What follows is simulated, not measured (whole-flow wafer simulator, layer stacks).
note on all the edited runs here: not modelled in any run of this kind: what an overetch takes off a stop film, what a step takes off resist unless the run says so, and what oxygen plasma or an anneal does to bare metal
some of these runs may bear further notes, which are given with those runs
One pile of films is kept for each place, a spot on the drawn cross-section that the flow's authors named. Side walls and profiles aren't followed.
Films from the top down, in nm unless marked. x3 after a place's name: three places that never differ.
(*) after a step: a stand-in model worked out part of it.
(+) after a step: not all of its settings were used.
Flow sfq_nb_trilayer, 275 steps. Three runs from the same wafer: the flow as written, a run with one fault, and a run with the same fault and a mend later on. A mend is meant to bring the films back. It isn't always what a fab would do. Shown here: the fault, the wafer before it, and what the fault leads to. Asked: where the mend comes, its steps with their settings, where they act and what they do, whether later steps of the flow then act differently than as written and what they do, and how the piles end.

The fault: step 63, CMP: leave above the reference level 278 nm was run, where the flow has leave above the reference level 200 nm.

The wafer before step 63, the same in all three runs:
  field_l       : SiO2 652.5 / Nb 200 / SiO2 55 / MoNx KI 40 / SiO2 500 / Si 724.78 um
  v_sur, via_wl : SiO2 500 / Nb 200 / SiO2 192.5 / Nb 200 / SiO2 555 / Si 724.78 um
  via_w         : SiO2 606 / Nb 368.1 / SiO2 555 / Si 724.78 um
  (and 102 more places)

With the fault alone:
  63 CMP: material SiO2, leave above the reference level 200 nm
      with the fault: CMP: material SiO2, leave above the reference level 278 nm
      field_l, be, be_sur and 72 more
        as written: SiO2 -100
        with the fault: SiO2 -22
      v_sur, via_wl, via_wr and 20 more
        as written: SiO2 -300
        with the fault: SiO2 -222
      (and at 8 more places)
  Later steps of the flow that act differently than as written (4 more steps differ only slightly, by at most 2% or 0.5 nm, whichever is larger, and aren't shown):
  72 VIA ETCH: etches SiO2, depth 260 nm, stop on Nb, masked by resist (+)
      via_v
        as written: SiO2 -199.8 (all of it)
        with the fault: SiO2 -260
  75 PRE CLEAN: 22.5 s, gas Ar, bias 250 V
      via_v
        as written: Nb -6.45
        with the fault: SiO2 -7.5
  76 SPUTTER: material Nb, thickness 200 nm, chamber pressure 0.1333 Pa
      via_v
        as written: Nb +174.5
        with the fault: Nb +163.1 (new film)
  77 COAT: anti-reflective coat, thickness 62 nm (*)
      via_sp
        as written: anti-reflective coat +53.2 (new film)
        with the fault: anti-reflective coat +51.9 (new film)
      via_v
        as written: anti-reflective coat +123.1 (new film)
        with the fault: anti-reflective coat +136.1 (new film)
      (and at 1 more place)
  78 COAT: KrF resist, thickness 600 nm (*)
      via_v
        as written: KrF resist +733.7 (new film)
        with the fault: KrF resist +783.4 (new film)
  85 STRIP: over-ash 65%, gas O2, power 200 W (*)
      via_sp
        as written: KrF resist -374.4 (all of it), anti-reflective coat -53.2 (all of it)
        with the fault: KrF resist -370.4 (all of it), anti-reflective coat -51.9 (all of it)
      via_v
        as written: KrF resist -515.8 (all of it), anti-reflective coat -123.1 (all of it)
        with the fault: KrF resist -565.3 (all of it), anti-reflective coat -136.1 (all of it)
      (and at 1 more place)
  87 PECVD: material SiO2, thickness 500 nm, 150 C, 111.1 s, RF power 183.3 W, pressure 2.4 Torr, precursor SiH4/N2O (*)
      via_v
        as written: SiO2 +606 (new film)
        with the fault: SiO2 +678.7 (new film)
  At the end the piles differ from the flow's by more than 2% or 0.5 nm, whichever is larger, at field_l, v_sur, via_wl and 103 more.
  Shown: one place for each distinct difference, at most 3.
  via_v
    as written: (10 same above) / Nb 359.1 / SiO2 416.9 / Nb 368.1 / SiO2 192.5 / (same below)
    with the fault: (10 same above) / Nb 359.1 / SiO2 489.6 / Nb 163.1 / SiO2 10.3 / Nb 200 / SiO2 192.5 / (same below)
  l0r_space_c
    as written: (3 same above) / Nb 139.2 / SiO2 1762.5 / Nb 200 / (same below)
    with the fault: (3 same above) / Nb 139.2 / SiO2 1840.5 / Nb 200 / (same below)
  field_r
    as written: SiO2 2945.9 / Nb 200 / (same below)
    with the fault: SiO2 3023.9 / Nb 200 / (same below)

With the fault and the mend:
  The mend comes after step 64.
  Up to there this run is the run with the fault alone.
  64a CMP: material SiO2, leave above the reference level 200 nm (the flow's step 63 once more)
      field_l, v_sur, via_wl and 103 more
        SiO2 -78
  No later step of the flow acts differently than as written at any place that is followed.
  At the end the piles are the same as the flow's at every place that both follow.
